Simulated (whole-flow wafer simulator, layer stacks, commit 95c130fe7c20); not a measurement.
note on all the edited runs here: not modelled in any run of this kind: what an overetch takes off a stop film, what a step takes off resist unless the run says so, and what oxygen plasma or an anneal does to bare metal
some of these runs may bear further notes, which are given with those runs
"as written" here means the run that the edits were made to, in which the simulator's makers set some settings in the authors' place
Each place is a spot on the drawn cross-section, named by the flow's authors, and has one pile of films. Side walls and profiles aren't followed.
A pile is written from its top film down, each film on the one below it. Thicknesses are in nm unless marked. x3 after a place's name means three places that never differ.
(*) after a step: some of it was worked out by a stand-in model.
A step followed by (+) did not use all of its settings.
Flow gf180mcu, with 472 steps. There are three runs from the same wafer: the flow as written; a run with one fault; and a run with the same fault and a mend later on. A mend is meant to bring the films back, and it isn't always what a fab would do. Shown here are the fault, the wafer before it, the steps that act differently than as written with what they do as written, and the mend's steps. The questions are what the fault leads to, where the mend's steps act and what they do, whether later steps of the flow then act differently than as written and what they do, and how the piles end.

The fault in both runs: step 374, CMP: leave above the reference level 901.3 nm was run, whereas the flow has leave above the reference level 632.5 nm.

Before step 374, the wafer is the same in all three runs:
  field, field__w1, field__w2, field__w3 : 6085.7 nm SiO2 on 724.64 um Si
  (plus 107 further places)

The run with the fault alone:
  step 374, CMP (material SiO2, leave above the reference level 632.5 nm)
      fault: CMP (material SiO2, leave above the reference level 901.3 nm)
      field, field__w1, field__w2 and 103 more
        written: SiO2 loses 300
        fault: SiO2 loses 31.2
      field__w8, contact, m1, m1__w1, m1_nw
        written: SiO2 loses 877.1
        fault: SiO2 loses 608.3
  Steps further on in the flow that do not act as written:
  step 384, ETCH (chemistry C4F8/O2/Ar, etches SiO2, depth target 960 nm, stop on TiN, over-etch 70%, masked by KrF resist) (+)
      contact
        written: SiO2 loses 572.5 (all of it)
        fault: SiO2 loses 841.3 (all of it)
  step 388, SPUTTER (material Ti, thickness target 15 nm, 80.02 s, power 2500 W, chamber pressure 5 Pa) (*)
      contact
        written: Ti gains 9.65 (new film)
        fault: Ti gains 8.26 (new film)
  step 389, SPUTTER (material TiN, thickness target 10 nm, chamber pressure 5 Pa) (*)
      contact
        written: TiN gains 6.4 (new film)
        fault: TiN gains 5.47 (new film)
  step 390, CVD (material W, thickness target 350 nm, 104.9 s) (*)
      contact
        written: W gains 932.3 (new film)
        fault: W gains 1203.4 (new film)
  The piles end different from the flow's at field, field__w1, field__w2 and 109 more by more than 2% or 0.5 nm, whichever is larger.
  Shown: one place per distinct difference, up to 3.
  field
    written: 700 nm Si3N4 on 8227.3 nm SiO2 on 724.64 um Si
    fault: 700 nm Si3N4 on 8496.1 nm SiO2 on 724.64 um Si
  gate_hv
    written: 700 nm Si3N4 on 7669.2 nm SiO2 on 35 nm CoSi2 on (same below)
    fault: 700 nm Si3N4 on 7938 nm SiO2 on 35 nm CoSi2 on (same below)
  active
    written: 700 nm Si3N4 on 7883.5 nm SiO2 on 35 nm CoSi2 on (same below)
    fault: 700 nm Si3N4 on 8152.3 nm SiO2 on 35 nm CoSi2 on (same below)

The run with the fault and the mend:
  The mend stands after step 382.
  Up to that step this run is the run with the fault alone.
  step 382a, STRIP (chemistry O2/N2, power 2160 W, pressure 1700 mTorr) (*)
      field, field__w1, field__w2 and 107 more
        KrF resist loses 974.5 (all of it), anti-reflective coat loses 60 (all of it)
      contact
        anti-reflective coat loses 60 (all of it)
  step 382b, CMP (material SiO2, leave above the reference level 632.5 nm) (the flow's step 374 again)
      field, field__w1, field__w2 and 108 more
        SiO2 loses 268.8
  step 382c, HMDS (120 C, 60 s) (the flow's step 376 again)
      alters no film at any place that is followed
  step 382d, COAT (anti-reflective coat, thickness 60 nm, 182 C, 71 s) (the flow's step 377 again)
      field, field__w1, field__w2 and 108 more
        anti-reflective coat gains 60 (new film)
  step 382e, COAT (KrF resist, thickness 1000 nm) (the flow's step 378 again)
      field, field__w1, field__w2 and 108 more
        KrF resist gains 1000 (new film)
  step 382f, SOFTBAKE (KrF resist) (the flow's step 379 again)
      alters no film at any place that is followed
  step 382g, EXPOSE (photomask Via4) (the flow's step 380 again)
      alters no film at any place that is followed
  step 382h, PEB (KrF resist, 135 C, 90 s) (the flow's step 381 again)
      field, field__w1, field__w2 and 108 more
        KrF resist loses 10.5
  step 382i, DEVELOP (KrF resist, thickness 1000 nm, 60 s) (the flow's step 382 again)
      field, field__w1, field__w2 and 107 more
        KrF resist loses 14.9
      contact
        KrF resist loses 989.5 (all of it)
  None of the later steps of the flow acts differently than as written at any place that is followed.
  At every place that both follow, the piles at the end match the flow's.
